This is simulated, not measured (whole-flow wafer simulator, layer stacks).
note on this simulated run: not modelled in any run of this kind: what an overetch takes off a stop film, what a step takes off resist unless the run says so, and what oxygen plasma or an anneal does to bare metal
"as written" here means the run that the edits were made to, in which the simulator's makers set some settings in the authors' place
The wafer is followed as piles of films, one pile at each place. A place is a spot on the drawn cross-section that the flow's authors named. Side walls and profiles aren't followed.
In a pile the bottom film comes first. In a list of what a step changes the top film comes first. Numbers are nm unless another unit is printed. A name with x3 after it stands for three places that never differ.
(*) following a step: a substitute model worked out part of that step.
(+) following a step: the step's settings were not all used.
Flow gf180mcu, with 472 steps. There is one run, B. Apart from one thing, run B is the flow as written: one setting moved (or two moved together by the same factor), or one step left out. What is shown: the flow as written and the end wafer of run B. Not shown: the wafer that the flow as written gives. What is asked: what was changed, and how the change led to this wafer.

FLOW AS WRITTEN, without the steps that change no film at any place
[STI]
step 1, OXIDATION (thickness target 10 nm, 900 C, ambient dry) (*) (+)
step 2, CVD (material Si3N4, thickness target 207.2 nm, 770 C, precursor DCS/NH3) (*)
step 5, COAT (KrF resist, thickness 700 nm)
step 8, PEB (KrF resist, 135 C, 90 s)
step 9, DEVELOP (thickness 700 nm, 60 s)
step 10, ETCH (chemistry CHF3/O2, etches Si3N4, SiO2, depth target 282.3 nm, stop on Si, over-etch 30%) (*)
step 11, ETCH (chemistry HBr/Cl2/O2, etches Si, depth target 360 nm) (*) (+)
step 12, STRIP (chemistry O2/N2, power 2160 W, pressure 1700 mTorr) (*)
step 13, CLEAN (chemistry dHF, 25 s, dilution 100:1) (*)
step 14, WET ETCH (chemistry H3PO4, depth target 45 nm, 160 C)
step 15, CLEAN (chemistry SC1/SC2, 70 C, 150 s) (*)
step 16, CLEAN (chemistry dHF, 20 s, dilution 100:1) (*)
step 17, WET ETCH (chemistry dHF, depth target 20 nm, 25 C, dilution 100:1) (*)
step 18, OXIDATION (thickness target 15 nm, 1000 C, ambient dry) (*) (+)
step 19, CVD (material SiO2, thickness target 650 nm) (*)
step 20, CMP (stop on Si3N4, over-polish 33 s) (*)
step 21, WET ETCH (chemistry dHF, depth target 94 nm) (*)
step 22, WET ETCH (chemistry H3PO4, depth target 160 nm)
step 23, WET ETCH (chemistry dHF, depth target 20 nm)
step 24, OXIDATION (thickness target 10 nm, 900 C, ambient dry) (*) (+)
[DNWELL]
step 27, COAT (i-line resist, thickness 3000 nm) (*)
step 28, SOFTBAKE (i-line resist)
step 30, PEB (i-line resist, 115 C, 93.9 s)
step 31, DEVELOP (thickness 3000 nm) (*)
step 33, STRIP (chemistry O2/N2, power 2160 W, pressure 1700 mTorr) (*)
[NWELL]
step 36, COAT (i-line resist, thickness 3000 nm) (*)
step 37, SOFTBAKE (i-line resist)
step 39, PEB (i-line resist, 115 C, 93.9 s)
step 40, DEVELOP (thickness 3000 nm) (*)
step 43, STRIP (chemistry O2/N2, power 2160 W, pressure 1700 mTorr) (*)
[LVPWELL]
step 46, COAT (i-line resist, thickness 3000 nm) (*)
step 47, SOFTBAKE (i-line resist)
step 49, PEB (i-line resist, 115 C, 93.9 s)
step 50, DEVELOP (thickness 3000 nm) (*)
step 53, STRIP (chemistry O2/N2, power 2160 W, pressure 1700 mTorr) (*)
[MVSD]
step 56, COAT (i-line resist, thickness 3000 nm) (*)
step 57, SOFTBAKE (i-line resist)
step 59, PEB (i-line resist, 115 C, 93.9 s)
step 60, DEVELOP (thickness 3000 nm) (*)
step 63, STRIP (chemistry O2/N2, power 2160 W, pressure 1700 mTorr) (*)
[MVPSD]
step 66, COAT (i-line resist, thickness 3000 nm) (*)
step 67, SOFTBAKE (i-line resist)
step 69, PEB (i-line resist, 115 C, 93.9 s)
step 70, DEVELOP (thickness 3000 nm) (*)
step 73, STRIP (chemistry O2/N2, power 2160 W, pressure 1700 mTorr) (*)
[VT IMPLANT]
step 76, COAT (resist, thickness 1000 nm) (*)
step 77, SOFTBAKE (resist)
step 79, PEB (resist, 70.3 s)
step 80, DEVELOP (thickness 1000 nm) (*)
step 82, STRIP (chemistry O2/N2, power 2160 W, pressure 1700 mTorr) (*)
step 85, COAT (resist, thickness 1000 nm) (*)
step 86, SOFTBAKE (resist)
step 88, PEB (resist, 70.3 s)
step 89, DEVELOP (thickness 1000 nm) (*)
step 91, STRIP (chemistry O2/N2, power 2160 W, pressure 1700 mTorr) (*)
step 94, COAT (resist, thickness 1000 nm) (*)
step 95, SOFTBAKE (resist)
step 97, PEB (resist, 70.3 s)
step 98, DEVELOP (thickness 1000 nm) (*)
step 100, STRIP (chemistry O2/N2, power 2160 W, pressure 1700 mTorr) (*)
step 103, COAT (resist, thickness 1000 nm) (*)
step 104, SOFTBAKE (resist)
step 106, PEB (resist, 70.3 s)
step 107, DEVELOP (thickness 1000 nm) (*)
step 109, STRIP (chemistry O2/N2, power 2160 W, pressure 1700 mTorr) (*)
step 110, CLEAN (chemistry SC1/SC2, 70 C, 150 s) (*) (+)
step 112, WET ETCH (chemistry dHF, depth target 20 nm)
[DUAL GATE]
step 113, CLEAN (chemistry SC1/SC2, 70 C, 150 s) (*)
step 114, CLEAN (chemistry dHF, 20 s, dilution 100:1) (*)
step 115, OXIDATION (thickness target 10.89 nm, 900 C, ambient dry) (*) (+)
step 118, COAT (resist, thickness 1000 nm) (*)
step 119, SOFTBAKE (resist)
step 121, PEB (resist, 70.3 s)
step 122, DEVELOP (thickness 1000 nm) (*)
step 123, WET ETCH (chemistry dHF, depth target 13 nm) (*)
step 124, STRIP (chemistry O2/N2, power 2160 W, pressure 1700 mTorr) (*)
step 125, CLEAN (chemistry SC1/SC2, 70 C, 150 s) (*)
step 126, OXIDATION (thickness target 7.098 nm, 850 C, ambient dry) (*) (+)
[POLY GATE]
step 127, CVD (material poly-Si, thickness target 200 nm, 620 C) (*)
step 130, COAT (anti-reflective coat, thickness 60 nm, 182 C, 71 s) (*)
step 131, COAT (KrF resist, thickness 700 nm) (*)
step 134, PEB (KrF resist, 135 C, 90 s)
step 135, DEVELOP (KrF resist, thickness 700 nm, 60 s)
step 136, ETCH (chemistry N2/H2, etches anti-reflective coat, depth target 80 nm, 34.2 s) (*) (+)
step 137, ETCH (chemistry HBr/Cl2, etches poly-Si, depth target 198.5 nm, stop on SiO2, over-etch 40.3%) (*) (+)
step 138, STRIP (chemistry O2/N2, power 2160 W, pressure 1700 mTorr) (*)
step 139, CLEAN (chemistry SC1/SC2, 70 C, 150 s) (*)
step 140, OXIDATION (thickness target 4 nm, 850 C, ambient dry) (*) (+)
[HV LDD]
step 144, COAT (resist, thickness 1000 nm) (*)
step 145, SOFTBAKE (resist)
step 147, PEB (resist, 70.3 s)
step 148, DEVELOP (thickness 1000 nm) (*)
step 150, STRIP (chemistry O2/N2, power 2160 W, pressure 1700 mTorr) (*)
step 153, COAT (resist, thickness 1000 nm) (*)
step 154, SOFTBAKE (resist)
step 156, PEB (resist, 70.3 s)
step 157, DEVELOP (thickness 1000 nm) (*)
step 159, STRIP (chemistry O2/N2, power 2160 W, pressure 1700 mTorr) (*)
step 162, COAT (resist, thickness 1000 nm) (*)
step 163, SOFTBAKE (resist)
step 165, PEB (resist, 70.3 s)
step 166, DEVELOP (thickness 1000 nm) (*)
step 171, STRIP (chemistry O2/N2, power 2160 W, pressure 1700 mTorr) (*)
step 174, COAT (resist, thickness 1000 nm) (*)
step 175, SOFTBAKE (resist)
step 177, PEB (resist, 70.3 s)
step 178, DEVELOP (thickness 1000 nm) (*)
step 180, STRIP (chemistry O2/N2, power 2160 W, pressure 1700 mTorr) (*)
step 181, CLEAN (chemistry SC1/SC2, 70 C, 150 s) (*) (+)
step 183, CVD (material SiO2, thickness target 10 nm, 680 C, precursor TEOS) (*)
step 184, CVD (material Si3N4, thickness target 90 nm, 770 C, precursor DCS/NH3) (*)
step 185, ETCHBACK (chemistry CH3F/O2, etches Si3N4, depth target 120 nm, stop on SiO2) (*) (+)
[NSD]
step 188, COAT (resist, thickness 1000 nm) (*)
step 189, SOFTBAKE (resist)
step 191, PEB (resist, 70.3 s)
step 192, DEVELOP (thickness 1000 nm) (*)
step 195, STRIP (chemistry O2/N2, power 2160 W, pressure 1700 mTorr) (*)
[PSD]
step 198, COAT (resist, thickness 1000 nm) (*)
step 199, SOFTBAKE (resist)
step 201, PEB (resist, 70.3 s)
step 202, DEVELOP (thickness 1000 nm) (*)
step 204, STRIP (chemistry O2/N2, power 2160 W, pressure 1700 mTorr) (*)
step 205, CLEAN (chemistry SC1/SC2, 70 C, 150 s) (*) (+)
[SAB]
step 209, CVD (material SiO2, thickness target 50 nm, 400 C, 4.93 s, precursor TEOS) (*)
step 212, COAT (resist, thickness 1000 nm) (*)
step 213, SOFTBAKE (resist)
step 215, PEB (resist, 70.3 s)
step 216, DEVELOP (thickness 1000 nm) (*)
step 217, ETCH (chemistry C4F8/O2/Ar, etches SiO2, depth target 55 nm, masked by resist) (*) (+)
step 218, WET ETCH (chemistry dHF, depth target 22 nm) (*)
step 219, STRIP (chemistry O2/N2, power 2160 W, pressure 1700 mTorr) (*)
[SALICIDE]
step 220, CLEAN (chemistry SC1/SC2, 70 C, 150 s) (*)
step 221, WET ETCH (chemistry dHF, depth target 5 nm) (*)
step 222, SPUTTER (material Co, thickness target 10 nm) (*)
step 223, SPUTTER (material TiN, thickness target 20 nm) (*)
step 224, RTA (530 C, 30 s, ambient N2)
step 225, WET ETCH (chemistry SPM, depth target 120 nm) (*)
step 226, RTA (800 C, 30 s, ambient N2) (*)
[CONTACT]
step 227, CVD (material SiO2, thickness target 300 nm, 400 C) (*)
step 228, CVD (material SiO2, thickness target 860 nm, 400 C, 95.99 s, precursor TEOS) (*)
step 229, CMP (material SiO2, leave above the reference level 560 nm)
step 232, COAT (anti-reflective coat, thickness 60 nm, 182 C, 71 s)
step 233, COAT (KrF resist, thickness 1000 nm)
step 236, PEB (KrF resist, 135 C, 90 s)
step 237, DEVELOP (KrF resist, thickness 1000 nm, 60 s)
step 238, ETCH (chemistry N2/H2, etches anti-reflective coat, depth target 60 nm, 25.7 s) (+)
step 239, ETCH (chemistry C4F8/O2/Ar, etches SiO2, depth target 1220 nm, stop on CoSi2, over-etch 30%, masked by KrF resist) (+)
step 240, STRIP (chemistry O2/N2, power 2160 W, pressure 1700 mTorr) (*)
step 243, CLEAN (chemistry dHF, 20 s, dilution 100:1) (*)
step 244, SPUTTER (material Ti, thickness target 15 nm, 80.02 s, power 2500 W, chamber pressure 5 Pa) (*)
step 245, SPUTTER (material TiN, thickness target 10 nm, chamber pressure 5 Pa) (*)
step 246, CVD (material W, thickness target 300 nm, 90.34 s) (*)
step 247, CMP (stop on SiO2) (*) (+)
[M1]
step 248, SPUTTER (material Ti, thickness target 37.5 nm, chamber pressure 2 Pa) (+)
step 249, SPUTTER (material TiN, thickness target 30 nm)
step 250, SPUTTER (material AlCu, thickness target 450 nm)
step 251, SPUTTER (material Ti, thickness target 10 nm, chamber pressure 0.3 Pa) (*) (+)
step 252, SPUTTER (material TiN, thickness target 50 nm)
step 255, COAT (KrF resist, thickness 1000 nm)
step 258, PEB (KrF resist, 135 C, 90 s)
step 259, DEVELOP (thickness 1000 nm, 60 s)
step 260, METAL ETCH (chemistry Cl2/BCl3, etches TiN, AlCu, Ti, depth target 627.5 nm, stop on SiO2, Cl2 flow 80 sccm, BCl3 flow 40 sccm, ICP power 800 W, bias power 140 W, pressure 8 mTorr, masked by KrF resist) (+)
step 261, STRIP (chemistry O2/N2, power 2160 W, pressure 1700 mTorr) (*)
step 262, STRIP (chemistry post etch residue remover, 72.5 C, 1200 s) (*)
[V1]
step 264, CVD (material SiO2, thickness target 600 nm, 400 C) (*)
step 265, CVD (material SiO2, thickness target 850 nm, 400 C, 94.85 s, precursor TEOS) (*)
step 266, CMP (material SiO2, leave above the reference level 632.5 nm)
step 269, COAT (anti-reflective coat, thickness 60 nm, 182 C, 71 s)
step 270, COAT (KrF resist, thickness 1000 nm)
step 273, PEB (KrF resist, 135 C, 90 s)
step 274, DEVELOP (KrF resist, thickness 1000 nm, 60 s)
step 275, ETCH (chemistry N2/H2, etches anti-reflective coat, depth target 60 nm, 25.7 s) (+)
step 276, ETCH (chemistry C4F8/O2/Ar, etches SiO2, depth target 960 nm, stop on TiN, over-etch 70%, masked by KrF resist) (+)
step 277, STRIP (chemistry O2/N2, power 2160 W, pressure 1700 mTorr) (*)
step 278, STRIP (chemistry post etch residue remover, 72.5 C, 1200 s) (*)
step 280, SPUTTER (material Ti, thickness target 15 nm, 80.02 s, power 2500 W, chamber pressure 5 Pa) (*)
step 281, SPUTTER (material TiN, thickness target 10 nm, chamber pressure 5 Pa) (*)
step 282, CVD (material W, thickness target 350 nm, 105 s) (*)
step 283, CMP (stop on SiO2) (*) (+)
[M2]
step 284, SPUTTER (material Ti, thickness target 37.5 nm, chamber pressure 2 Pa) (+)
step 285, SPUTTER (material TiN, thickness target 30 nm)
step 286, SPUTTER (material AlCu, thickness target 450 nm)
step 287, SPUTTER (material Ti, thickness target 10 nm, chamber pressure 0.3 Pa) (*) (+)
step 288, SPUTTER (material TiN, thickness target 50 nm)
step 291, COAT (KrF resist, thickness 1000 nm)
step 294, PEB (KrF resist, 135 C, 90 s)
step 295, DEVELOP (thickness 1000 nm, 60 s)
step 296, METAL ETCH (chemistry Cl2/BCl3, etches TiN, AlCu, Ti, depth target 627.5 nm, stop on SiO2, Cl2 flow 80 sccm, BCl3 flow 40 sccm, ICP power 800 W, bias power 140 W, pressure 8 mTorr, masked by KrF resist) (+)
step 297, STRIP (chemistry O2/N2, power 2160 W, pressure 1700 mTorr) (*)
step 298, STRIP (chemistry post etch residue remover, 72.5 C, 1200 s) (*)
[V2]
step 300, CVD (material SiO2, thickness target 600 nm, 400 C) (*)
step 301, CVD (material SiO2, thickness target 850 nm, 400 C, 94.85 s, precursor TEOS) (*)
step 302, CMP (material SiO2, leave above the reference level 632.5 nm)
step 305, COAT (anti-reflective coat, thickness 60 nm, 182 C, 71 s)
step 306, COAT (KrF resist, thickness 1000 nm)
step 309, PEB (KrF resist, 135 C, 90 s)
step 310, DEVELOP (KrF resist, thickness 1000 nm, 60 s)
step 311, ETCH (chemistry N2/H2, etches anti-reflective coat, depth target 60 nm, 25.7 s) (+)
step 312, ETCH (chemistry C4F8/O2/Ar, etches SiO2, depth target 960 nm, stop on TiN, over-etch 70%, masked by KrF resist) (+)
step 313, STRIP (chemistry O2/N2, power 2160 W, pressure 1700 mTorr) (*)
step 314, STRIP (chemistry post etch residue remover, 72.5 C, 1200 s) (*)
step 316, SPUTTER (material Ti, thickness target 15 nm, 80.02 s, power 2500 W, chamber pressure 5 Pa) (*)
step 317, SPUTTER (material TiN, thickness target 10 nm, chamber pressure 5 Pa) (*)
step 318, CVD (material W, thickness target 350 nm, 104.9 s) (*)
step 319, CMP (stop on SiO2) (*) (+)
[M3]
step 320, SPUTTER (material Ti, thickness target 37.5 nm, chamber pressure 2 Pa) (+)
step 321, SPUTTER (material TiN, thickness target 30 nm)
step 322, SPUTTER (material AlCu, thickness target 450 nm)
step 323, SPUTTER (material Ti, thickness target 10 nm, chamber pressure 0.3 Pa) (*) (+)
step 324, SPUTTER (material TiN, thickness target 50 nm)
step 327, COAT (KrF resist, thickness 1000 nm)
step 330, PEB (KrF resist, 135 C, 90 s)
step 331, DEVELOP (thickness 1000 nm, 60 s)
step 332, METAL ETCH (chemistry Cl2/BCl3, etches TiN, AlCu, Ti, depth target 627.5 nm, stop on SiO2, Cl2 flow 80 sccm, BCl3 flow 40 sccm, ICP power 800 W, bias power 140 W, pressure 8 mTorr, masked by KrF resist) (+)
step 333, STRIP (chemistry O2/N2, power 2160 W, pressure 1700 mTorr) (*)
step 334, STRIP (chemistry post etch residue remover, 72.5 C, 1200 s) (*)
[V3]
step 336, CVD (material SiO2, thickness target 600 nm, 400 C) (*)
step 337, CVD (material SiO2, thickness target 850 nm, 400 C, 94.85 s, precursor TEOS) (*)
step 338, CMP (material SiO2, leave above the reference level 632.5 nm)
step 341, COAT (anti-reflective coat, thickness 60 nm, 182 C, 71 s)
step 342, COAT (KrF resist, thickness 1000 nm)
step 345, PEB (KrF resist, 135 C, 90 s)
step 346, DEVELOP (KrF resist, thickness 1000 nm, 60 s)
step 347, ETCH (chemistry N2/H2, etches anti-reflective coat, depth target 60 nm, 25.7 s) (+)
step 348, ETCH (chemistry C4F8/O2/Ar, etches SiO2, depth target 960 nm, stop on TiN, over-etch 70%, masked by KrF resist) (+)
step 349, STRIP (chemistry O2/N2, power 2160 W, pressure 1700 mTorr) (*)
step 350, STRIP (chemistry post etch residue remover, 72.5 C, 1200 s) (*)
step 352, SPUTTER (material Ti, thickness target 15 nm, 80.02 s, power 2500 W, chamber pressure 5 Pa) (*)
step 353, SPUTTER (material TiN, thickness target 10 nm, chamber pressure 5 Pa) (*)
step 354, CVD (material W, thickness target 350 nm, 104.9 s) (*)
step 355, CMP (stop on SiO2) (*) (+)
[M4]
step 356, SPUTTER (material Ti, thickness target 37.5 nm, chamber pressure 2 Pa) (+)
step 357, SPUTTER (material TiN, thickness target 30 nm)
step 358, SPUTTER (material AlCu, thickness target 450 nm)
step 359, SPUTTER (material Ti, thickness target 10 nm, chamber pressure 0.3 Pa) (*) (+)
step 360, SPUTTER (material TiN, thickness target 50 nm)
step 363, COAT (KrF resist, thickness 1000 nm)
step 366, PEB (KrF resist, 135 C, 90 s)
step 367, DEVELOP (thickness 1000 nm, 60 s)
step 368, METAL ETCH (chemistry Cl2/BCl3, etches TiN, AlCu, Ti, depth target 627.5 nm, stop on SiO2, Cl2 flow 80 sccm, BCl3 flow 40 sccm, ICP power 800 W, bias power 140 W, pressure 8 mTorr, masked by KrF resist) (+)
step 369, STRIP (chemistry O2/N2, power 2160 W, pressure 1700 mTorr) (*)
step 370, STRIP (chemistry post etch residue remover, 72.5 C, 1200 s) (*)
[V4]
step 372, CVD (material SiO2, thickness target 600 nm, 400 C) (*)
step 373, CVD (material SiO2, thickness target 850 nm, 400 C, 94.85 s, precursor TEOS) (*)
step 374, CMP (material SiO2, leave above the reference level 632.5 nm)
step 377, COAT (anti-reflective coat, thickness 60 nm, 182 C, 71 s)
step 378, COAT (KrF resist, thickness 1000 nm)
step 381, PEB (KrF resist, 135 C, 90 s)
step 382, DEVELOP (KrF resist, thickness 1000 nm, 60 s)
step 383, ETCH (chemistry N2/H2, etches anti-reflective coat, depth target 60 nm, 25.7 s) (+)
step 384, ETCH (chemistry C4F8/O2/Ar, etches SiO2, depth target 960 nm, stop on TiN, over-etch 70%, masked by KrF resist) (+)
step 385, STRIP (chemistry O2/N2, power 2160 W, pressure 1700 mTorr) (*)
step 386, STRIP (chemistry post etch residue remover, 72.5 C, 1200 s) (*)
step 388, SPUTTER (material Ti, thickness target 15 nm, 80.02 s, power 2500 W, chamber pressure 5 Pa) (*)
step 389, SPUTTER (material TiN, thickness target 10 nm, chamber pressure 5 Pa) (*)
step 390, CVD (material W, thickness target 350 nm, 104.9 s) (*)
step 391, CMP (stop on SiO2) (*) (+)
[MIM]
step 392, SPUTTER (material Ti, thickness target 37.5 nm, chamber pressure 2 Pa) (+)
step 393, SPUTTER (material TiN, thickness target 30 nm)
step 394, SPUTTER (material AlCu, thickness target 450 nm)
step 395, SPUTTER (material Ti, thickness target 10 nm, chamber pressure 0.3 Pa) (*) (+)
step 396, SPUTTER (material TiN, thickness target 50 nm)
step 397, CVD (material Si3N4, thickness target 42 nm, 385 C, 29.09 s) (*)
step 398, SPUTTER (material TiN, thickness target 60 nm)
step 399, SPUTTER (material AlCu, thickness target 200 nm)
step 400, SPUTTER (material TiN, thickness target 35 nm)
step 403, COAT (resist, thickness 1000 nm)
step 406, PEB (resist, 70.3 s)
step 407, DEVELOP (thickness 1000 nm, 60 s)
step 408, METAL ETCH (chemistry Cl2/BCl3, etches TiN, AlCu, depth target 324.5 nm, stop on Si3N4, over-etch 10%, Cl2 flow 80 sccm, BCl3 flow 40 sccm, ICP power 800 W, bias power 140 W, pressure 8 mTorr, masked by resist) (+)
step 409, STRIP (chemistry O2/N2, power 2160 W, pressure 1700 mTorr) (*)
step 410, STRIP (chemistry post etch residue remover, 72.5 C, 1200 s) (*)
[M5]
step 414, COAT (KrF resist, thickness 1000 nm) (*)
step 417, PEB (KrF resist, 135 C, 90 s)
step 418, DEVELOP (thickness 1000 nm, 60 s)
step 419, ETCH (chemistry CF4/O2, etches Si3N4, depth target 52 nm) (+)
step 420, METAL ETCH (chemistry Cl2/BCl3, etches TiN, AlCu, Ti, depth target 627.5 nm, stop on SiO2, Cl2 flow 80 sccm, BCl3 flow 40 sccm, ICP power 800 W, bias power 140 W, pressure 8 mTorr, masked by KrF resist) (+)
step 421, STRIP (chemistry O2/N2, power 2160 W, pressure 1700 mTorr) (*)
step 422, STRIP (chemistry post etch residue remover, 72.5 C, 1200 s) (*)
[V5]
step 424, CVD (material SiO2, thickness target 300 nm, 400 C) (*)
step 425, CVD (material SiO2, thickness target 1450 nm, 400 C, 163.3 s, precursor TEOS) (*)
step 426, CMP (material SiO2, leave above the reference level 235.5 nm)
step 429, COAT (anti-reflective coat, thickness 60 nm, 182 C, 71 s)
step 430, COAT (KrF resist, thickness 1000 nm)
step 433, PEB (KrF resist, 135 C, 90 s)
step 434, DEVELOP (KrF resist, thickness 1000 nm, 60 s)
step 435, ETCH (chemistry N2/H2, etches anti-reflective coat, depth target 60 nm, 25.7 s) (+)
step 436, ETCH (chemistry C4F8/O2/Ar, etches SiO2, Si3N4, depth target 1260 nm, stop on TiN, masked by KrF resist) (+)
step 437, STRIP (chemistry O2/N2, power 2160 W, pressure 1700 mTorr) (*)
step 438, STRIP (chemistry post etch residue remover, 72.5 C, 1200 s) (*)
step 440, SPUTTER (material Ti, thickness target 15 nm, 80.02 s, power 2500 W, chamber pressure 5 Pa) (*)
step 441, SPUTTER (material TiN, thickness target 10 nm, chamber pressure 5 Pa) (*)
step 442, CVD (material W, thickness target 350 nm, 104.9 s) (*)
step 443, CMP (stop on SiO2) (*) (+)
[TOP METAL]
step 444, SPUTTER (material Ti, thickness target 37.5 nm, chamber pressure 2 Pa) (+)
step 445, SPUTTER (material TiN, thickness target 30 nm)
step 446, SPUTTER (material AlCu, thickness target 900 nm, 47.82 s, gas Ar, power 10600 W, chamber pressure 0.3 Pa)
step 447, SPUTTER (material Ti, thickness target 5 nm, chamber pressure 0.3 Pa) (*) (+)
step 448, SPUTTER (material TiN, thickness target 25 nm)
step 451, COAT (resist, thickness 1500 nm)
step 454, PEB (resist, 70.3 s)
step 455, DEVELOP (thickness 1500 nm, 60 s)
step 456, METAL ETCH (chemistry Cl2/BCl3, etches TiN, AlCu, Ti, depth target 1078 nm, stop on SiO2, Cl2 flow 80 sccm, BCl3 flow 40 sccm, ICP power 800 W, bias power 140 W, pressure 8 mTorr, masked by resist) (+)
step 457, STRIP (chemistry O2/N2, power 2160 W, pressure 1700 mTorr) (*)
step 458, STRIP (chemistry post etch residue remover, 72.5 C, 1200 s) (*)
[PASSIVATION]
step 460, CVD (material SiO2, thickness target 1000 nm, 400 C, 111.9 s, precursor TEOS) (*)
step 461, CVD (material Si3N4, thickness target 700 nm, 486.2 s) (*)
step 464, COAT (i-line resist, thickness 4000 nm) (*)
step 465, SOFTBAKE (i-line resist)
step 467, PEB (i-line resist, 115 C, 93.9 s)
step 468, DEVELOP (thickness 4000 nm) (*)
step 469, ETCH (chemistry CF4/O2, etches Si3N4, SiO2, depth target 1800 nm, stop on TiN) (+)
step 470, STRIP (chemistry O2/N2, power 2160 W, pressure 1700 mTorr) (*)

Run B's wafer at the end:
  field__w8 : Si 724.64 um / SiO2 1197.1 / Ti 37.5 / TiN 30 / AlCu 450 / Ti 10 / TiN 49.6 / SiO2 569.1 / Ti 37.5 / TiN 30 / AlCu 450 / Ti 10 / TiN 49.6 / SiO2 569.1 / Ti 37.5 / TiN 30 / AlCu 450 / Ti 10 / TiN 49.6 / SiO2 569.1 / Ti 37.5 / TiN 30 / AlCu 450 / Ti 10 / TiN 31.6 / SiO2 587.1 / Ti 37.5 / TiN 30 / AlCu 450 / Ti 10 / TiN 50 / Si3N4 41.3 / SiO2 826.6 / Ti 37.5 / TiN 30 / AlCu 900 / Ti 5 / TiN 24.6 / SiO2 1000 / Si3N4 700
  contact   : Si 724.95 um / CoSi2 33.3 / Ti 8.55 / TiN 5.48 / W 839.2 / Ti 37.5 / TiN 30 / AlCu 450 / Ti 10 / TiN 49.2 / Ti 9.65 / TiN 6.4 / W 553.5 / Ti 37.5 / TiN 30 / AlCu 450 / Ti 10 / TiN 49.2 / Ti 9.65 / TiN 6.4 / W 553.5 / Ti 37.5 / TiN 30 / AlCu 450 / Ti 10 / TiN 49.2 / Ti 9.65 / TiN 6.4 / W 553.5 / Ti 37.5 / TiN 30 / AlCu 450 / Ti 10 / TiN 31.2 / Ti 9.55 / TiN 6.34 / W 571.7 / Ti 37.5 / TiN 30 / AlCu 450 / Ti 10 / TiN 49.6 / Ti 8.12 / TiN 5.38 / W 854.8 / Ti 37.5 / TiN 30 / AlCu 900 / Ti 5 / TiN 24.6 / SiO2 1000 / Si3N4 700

The reason: step 360, SPUTTER: thickness target 32 nm was run, though the flow has thickness target 50 nm.

How this came from the change, step by step:
  step 360, SPUTTER (material TiN, thickness target 50 nm)
      field, field__w1, field__w2 and 108 more: +32 TiN (new film) (it would be, as written: +50 TiN (new film))
  step 368, METAL ETCH (chemistry Cl2/BCl3, etches TiN, AlCu, Ti, depth target 627.5 nm, stop on SiO2, Cl2 flow 80 sccm, BCl3 flow 40 sccm, ICP power 800 W, bias power 140 W, pressure 8 mTorr, masked by KrF resist) (+)
      field, field__w1, field__w2 and 103 more: -32 TiN (all of it), -10 Ti (all of it), -450 AlCu (all of it), -30 TiN (all of it), -37.5 Ti (all of it) (it would be, as written: -50 TiN (all of it), -10 Ti (all of it), -450 AlCu (all of it), -30 TiN (all of it), -37.5 Ti (all of it))
  step 374, CMP (material SiO2, leave above the reference level 632.5 nm)
      field__w8, contact, m1, m1__w1, m1_nw: -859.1 SiO2 (it would be, as written: -877.1 SiO2)
  step 384, ETCH (chemistry C4F8/O2/Ar, etches SiO2, depth target 960 nm, stop on TiN, over-etch 70%, masked by KrF resist) (+)
      contact: -590.5 SiO2 (all of it) (it would be, as written: -572.5 SiO2 (all of it))
